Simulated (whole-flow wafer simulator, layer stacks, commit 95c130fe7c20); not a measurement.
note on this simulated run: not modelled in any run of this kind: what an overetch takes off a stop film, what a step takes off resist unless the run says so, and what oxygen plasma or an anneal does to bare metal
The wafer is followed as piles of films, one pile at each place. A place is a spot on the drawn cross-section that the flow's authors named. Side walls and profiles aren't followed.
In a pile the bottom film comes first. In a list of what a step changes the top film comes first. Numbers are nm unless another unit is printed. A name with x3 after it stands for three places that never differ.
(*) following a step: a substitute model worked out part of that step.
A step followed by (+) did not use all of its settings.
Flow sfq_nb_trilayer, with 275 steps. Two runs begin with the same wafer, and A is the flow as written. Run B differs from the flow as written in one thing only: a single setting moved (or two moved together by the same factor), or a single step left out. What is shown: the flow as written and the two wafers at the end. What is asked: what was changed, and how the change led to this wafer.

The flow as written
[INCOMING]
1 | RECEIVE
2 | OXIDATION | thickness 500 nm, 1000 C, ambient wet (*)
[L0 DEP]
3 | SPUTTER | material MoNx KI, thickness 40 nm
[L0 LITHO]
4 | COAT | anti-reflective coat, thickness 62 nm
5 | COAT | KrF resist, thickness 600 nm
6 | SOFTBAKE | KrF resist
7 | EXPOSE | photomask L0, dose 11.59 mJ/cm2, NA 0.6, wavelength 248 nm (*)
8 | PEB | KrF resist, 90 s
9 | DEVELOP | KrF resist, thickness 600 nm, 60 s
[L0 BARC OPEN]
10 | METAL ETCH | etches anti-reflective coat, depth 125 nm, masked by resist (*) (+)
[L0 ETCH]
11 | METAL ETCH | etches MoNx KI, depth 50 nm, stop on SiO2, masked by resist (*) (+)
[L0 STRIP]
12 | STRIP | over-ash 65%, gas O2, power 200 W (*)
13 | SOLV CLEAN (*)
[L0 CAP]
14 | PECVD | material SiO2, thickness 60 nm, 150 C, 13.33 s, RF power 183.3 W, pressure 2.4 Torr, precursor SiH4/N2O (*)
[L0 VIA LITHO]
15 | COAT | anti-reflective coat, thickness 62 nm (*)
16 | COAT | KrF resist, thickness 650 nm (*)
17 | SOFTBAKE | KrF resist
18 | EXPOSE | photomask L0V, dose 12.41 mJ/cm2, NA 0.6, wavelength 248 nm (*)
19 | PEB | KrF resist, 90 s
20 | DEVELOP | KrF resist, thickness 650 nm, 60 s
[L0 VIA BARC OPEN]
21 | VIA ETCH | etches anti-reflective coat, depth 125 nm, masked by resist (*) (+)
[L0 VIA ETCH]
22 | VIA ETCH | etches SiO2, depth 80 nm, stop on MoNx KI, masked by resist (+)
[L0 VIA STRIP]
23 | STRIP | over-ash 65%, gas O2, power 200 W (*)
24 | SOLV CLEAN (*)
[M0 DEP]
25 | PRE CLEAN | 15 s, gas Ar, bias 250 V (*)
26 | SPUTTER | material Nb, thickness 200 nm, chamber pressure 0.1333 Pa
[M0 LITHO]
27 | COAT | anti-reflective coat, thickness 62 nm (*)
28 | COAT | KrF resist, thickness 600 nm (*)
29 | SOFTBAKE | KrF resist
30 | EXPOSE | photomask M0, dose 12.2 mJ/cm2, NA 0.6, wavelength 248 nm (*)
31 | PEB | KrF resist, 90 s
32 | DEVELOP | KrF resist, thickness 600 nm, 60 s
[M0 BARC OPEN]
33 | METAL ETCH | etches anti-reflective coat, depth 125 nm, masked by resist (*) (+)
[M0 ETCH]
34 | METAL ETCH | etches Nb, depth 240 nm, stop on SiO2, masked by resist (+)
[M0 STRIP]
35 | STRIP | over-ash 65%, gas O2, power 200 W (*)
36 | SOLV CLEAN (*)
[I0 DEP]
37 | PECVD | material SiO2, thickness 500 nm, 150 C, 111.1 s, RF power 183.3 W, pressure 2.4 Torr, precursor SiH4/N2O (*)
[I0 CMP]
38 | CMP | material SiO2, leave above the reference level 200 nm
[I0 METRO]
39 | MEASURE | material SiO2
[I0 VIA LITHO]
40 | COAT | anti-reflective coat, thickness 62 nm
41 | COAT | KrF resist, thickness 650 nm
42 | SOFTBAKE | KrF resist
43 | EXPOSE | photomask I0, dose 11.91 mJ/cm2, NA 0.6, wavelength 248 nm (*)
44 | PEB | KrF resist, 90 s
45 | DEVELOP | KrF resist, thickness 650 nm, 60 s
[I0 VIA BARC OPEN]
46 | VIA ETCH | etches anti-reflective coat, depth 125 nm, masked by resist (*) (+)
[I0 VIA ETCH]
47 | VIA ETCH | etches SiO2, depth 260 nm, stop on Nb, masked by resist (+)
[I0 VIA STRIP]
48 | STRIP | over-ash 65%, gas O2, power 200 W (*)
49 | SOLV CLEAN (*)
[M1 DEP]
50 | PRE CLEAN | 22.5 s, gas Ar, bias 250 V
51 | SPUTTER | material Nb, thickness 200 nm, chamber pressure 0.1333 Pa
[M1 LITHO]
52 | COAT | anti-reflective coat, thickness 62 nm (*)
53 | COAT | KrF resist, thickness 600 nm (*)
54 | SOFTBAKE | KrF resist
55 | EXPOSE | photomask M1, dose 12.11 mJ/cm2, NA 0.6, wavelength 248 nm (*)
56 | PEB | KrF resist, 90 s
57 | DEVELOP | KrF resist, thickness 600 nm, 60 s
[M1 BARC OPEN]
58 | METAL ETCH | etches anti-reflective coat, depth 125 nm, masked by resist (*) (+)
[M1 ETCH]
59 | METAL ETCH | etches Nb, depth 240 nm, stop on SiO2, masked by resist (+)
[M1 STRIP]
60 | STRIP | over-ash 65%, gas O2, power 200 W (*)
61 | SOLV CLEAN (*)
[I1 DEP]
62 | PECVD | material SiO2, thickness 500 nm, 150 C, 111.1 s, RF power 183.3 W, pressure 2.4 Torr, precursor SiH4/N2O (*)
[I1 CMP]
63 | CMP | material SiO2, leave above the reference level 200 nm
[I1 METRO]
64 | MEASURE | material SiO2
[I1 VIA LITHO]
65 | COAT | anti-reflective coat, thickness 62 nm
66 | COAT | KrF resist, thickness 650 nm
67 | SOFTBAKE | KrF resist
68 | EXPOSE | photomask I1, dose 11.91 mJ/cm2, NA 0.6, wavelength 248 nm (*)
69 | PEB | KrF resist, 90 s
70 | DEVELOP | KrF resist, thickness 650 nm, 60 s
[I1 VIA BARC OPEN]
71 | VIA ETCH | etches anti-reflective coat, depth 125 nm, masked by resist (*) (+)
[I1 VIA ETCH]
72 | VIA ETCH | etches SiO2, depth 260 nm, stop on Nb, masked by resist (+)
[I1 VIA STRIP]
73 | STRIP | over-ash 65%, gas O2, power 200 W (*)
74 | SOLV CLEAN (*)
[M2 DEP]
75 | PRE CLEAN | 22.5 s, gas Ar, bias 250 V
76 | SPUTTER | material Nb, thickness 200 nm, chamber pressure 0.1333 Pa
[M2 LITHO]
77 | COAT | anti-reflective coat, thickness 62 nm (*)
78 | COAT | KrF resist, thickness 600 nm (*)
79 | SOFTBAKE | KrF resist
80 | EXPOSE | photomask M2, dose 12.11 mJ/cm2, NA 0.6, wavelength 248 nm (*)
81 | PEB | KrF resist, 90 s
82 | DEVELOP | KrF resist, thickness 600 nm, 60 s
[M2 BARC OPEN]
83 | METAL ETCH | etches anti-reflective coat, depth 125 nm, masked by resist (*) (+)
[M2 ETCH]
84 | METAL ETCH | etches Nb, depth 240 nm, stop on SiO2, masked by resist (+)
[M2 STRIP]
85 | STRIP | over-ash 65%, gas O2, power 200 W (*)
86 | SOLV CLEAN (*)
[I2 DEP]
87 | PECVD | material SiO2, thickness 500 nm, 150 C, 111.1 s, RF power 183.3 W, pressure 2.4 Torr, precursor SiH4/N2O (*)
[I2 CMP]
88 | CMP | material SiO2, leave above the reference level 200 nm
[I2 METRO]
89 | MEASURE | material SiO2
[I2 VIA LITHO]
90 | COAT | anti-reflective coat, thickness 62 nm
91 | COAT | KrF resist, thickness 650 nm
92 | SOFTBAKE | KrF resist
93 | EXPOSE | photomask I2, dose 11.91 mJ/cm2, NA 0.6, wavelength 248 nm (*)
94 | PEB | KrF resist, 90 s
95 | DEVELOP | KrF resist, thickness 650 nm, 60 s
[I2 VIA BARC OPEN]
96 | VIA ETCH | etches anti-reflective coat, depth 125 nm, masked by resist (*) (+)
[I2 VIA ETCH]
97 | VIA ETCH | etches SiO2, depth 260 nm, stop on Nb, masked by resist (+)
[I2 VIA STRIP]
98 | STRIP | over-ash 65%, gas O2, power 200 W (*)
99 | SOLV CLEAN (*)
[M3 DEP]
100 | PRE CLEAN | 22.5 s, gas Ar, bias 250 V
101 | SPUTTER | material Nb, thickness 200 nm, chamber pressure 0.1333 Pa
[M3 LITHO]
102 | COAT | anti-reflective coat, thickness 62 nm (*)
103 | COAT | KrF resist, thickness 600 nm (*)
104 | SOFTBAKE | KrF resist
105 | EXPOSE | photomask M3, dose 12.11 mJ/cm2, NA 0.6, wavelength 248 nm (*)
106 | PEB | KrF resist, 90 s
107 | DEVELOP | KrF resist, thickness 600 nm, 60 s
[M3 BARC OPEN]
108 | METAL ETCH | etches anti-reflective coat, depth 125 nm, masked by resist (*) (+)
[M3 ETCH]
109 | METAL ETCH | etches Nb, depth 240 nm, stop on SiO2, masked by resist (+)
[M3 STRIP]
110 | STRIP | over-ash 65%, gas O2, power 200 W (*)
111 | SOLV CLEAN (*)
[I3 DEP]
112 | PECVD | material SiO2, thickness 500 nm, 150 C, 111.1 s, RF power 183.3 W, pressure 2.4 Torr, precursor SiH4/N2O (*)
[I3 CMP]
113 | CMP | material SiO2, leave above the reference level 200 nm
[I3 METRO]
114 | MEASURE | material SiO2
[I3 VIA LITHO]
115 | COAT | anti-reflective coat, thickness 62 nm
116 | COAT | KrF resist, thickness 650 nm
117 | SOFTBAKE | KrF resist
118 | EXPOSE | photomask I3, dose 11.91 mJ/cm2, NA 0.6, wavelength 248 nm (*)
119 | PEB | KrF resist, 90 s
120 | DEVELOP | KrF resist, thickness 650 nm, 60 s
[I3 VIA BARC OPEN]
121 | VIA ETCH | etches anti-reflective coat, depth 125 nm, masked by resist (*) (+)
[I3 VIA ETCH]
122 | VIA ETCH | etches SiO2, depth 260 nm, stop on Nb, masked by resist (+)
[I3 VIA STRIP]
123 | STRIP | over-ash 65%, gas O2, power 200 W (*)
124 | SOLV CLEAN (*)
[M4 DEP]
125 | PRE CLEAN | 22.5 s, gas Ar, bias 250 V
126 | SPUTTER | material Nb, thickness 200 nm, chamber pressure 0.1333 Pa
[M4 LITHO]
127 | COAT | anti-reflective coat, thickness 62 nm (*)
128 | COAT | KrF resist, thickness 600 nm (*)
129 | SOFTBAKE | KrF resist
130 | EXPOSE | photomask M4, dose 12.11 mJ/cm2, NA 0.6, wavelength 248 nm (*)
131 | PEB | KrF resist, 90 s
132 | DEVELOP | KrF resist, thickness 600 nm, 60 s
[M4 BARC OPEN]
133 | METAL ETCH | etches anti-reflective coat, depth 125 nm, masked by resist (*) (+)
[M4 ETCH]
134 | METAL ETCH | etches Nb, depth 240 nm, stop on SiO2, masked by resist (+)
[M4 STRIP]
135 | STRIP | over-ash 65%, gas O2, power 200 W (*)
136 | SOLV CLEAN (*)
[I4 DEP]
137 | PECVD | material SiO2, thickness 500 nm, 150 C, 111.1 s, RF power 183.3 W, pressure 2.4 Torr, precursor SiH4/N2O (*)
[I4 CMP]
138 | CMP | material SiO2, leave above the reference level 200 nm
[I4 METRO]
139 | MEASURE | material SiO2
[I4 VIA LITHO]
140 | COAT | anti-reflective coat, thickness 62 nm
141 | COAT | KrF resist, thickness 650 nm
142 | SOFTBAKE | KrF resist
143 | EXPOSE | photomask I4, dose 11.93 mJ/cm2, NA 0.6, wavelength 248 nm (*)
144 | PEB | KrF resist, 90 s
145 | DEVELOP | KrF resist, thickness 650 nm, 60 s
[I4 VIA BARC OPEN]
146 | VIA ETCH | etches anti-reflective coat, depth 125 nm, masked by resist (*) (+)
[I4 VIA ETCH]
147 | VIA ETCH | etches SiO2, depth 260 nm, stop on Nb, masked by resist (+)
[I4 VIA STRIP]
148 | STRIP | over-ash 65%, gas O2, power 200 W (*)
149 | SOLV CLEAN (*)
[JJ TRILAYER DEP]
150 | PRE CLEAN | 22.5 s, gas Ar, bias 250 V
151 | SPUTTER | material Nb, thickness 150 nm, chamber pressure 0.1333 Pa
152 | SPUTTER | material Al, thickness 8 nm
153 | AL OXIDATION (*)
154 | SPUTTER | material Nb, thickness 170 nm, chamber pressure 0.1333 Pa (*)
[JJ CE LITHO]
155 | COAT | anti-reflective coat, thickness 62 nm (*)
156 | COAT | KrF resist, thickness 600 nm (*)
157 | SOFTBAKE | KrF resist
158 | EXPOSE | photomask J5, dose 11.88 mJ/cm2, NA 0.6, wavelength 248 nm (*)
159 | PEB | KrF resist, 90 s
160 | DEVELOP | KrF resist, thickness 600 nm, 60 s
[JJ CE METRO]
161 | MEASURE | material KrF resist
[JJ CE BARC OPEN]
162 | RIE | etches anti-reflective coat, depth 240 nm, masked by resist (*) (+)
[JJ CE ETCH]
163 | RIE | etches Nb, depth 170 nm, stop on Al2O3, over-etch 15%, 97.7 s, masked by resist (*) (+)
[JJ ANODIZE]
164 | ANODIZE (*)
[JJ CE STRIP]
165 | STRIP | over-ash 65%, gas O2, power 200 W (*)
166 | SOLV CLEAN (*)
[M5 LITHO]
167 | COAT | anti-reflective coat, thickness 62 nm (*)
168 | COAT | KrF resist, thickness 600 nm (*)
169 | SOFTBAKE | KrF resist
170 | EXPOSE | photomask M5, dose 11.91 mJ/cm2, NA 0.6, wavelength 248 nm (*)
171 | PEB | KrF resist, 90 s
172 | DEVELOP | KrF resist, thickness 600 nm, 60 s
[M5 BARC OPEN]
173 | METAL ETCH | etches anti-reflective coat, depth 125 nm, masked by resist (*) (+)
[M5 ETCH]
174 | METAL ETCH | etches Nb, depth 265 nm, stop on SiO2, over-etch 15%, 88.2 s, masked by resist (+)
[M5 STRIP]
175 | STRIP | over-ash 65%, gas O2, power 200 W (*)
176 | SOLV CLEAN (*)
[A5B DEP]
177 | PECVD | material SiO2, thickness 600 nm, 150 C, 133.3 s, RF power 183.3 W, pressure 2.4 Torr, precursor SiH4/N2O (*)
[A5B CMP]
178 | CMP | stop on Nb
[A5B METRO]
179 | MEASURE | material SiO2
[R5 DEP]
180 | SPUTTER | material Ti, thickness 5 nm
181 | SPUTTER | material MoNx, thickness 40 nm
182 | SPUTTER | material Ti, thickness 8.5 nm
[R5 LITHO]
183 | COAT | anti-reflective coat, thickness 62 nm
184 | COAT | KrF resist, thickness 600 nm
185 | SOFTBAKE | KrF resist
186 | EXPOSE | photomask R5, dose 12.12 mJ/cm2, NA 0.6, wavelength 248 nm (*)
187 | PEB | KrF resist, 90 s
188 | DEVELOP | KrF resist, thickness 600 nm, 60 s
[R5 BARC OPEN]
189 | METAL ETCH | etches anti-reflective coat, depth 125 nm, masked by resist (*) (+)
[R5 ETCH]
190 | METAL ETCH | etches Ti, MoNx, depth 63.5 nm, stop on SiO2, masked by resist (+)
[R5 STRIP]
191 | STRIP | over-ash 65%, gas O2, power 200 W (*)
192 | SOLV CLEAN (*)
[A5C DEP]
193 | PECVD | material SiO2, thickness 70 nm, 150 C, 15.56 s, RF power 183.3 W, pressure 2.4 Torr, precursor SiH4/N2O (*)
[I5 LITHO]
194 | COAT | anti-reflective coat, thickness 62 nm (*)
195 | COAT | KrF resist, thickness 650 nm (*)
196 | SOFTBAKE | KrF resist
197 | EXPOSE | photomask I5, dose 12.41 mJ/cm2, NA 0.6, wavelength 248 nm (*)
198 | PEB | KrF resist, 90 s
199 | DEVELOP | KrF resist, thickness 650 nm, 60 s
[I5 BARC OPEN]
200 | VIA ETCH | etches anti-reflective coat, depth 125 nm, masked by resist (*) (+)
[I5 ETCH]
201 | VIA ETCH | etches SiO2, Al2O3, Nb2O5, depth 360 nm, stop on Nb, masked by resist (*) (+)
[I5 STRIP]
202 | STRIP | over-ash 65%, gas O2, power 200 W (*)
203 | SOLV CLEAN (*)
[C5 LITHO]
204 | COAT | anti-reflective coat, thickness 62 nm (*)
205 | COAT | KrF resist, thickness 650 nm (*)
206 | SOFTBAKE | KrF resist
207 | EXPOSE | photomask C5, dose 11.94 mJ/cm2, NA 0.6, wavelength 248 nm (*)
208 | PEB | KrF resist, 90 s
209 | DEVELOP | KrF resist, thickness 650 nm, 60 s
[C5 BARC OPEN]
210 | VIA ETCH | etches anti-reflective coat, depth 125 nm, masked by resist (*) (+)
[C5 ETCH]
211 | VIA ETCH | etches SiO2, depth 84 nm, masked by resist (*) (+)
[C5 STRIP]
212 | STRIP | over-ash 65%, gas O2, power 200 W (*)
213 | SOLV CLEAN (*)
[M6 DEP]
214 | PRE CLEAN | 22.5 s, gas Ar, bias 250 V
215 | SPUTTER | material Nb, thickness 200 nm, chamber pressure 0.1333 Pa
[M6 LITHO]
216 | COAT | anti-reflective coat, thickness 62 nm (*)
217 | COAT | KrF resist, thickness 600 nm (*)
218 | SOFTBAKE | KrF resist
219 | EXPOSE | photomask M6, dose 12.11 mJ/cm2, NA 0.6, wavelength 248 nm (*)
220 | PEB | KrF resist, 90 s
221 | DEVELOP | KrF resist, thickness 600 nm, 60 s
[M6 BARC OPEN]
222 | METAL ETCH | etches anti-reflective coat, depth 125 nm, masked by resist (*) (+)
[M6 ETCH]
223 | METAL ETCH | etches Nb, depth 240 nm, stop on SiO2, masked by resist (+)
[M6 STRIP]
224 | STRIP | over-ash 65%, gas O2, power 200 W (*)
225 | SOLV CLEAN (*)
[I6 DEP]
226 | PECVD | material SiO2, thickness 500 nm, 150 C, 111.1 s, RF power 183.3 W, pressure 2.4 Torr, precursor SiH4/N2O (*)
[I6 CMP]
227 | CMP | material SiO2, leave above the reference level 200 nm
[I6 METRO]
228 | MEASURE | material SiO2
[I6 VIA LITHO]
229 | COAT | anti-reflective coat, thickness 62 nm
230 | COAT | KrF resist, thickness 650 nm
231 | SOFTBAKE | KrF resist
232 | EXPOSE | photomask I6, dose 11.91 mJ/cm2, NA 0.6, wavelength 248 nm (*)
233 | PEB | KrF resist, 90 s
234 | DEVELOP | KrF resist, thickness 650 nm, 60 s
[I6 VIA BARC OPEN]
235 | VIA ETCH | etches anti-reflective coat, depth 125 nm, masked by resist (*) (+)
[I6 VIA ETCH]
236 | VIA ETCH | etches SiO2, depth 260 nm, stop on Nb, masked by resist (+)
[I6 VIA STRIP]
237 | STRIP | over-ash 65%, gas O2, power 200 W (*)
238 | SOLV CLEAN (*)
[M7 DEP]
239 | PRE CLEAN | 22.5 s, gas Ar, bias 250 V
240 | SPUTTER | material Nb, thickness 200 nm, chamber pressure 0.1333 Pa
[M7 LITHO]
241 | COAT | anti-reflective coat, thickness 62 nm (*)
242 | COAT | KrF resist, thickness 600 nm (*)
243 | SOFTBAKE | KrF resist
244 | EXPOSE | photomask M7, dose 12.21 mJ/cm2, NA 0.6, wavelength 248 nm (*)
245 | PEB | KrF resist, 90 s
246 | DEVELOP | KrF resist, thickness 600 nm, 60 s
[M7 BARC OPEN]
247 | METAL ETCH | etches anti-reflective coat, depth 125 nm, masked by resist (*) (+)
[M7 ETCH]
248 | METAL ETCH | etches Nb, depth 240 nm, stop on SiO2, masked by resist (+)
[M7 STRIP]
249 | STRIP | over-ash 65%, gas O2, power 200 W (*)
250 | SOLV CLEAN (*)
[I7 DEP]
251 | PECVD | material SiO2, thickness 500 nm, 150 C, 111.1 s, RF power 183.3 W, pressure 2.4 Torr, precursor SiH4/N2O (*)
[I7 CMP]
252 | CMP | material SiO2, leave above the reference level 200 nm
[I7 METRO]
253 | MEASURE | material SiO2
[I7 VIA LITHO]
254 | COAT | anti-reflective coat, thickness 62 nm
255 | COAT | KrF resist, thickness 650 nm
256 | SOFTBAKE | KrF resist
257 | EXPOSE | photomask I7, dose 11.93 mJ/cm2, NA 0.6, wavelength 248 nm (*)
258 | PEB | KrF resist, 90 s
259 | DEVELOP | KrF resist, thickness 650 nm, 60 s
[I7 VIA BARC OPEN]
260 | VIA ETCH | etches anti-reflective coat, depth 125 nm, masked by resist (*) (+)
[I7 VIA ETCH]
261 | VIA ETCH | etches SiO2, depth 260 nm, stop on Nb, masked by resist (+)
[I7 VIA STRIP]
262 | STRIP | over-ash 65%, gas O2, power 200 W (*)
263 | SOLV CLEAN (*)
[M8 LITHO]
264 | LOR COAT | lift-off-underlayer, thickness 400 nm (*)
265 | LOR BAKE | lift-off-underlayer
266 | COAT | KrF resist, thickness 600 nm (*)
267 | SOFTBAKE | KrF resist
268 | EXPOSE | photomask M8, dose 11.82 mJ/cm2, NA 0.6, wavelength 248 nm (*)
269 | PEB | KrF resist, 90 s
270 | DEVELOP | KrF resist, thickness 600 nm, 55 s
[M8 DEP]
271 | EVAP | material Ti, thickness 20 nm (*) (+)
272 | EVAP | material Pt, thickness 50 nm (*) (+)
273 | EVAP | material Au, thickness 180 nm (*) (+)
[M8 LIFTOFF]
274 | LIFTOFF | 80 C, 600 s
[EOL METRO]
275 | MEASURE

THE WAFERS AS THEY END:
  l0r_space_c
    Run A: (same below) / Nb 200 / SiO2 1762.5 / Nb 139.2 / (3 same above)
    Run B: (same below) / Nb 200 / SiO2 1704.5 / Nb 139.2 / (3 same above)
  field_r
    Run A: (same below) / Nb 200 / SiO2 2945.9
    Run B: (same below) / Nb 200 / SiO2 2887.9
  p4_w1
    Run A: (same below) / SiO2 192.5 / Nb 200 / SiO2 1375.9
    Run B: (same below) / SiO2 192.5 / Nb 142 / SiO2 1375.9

Cause: step 126, SPUTTER: thickness 142 nm was run, while the flow as written has thickness 200 nm.
One can read it off the wafer: p4_w1 has Nb 142, and step 126 as written asks for 200 nm.

Step by step, how the change led to this:
  126 | SPUTTER | material Nb, thickness 200 nm, chamber pressure 0.1333 Pa
      field_l, v_sur, via_wl and 102 more: A Nb gains 200 (new film) | B Nb gains 142 (new film)
      via_v: A Nb gains 165.5 | B Nb gains 117.2
  127 | COAT | anti-reflective coat, thickness 62 nm (*)
      via_v: A anti-reflective coat gains 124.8 (new film) | B anti-reflective coat gains 121.7 (new film)
  134 | METAL ETCH | etches Nb, depth 240 nm, stop on SiO2, masked by resist (+)
      field_l, be, be_sur and 64 more: A Nb loses 200 (all of it) | B Nb loses 142 (all of it)
      v_sur, via_wl, via_w and 36 more: A KrF resist loses 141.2 | B KrF resist loses 125.3
  135 | STRIP | over-ash 65%, gas O2, power 200 W (*)
      p4_fl, p4_fm, p4_w1 and 26 more: A KrF resist loses 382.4 (all of it), anti-reflective coat loses 62 (all of it) | B KrF resist loses 398.3 (all of it), anti-reflective coat loses 62 (all of it)
      ln_m5, lsp_m, ln_m6: A KrF resist loses 381.9 (all of it), anti-reflective coat loses 61.8 (all of it) | B KrF resist loses 397.8 (all of it), anti-reflective coat loses 61.8 (all of it)
      (also at 7 further places)
  137 | PECVD | material SiO2, thickness 500 nm, 150 C, 111.1 s, RF power 183.3 W, pressure 2.4 Torr, precursor SiH4/N2O (*)
      p3_s0, p3_s1, p3_s2, p3_s3, p3_s4, p3_s5: A SiO2 gains 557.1 | B SiO2 gains 500
      via_v: A SiO2 gains 615 (new film) | B SiO2 gains 599.5 (new film)
  138 | CMP | material SiO2, leave above the reference level 200 nm
      field_l, be, be_sur and 55 more: A SiO2 loses 100 | B SiO2 loses 158
      lsp_r, l0_sur, l0v: A SiO2 loses 91.9 | B SiO2 loses 152.3
      (also at 1 further place)
